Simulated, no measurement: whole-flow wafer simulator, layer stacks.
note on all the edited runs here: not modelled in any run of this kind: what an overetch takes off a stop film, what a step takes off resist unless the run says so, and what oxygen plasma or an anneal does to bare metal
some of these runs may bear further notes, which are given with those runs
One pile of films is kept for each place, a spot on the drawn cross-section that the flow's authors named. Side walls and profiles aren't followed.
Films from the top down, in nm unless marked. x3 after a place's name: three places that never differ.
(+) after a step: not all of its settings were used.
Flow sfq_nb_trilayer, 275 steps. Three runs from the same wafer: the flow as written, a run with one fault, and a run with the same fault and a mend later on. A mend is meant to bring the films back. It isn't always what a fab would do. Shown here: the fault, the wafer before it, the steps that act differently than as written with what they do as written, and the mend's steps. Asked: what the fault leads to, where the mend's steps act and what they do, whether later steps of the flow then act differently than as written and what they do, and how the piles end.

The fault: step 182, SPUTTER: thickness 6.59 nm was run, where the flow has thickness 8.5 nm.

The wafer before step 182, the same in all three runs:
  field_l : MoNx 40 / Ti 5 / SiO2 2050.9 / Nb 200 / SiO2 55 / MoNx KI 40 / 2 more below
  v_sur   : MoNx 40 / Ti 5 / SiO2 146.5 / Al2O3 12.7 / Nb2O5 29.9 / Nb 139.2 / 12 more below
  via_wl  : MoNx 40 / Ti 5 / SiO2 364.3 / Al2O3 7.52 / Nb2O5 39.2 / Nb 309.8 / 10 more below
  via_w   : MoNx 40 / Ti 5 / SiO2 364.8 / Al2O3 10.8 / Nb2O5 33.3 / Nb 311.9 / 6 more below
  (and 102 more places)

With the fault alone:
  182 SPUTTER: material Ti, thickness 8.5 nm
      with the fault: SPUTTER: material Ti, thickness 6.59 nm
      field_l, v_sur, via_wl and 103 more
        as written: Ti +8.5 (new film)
        with the fault: Ti +6.59 (new film)
  Later steps of the flow that act differently than as written (20 more steps differ only slightly, by at most 2% or 0.5 nm, whichever is larger, and aren't shown):
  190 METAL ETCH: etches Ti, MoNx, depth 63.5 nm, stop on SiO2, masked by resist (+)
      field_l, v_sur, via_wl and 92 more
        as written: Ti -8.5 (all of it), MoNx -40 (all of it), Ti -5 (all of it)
        with the fault: Ti -6.59 (all of it), MoNx -40 (all of it), Ti -5 (all of it)
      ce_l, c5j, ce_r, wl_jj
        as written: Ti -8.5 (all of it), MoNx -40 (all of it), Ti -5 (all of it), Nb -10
        with the fault: Ti -6.59 (all of it), MoNx -40 (all of it), Ti -5 (all of it), Nb -11.9
  At the end the piles differ from the flow's by more than 2% or 0.5 nm, whichever is larger, at be_r, r_sur, res, r_end, r5r_line_l, r5r_line_c, r5r_line_r.
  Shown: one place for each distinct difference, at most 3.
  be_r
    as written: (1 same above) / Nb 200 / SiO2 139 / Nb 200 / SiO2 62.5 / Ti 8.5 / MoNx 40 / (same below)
    with the fault: (1 same above) / Nb 200 / SiO2 140.9 / Nb 200 / SiO2 62.5 / Ti 6.59 / MoNx 40 / (same below)
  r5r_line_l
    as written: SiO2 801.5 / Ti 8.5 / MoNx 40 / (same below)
    with the fault: SiO2 803.4 / Ti 6.59 / MoNx 40 / (same below)
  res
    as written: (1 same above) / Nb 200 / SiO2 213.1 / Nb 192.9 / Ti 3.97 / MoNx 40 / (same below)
    with the fault: (1 same above) / Nb 200 / SiO2 215 / Nb 192.9 / Ti 2.06 / MoNx 40 / (same below)

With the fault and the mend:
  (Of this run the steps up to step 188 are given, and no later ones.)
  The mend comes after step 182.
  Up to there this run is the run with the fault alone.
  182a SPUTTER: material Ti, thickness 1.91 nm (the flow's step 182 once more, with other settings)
      field_l, v_sur, via_wl and 103 more
        Ti +1.91
  No later step of the flow up to step 188 acts differently than as written at any place that is followed.
  After step 188 the piles are the same as the flow's at every place that both follow.
